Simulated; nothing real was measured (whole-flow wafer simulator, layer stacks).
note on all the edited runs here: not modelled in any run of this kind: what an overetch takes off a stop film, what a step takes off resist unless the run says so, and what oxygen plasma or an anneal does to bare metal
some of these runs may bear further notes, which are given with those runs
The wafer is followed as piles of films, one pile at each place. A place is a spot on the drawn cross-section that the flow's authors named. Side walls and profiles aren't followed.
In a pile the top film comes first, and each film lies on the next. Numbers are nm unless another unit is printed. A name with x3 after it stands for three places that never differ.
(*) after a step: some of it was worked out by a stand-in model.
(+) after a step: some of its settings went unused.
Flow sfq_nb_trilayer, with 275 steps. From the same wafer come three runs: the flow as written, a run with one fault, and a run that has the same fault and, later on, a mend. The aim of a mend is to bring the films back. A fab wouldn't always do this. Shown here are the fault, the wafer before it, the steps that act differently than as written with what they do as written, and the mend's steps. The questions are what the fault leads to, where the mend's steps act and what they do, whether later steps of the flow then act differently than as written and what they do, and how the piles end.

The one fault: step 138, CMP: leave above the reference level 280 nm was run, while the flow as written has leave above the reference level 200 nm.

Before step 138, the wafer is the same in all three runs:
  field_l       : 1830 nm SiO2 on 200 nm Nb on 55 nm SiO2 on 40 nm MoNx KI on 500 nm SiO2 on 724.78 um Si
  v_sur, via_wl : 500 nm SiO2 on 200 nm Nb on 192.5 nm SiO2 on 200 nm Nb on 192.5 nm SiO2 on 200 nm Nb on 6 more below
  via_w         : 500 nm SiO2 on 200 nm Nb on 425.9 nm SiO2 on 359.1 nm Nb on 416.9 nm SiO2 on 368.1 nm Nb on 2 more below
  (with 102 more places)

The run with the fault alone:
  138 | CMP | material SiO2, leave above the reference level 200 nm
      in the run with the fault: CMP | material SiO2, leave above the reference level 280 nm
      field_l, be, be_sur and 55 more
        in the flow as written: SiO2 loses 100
        in the run with the fault: SiO2 loses 20
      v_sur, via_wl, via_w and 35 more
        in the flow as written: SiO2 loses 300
        in the run with the fault: SiO2 loses 220
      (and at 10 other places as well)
  Steps later in the flow that act otherwise than as written (6 other steps are not shown; they differ only slightly, by no more than 2% or 0.5 nm, whichever is larger):
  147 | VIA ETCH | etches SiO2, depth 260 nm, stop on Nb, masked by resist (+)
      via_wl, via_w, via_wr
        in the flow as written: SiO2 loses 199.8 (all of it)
        in the run with the fault: SiO2 loses 260
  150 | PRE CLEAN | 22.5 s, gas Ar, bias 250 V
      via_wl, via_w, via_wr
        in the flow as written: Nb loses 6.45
        in the run with the fault: SiO2 loses 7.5
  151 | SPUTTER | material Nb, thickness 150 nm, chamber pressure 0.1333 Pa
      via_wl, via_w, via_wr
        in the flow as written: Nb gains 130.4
        in the run with the fault: Nb gains 123.3 (new film)
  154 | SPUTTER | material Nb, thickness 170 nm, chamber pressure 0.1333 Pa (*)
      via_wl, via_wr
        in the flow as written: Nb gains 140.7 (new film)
        in the run with the fault: Nb gains 103.1 (new film)
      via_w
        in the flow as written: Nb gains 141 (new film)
        in the run with the fault: Nb gains 136 (new film)
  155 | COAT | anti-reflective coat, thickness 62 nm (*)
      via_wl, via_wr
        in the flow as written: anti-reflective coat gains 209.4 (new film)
        in the run with the fault: anti-reflective coat gains 321.3 (new film)
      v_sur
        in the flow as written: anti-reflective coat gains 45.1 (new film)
        in the run with the fault: anti-reflective coat gains 42.8 (new film)
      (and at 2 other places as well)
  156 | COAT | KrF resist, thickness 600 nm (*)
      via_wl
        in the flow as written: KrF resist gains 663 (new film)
        in the run with the fault: KrF resist gains 648.6 (new film)
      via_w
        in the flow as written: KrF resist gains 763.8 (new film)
        in the run with the fault: KrF resist gains 811.1 (new film)
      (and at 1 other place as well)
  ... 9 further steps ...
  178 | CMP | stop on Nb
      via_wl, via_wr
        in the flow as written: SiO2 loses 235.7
        in the run with the fault: SiO2 loses 227.2
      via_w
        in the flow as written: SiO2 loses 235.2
        in the run with the fault: SiO2 loses 227.2
  By the end, the piles at field_l, v_sur, via_wl and 103 more depart from the flow's by more than 2% or 0.5 nm, whichever is larger.
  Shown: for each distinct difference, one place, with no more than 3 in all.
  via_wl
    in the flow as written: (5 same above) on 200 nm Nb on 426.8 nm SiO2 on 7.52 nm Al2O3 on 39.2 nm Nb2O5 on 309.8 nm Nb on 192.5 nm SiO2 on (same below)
    in the run with the fault: (5 same above) on 200 nm Nb on 469.8 nm SiO2 on 52.6 nm Nb2O5 on 0.96 nm Al2O3 on 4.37 nm Al on 123.3 nm Nb on 12.3 nm SiO2 on 200 nm Nb on 192.5 nm SiO2 on (same below)
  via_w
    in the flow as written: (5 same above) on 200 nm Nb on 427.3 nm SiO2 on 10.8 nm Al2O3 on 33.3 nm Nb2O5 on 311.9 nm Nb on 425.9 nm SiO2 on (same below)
    in the run with the fault: (5 same above) on 200 nm Nb on 495.5 nm SiO2 on 10.1 nm Al2O3 on 34.7 nm Nb2O5 on 110.8 nm Nb on 12.3 nm SiO2 on 200 nm Nb on 425.9 nm SiO2 on (same below)
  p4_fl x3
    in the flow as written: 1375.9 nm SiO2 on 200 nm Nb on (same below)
    in the run with the fault: 1455.9 nm SiO2 on 200 nm Nb on (same below)

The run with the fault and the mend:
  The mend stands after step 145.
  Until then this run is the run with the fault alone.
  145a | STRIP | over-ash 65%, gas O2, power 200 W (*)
      field_l, v_sur, via_sp and 100 more
        KrF resist loses 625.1 (all of it), anti-reflective coat loses 62 (all of it)
      via_wl, via_w, via_wr
        anti-reflective coat loses 62 (all of it)
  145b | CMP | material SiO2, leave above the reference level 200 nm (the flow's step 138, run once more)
      field_l, v_sur, via_wl and 103 more
        SiO2 loses 80
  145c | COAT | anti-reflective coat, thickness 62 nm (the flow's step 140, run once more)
      field_l, v_sur, via_wl and 103 more
        anti-reflective coat gains 62 (new film)
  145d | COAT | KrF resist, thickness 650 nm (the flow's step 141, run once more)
      field_l, v_sur, via_wl and 103 more
        KrF resist gains 650 (new film)
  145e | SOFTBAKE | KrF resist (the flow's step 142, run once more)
      alters no film at any place that is followed
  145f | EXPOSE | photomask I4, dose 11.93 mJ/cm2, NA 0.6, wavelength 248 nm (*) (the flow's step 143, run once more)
      alters no film at any place that is followed
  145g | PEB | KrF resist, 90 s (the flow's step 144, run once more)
      field_l, v_sur, via_wl and 103 more
        KrF resist loses 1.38
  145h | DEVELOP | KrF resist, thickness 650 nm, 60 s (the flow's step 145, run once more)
      field_l, v_sur, via_sp and 100 more
        KrF resist loses 23.5
      via_wl, via_w, via_wr
        KrF resist loses 648.6 (all of it)
  Every later step of the flow that is run acts as written at every place that is followed.
  The piles end the same as the flow's at every place that both follow.
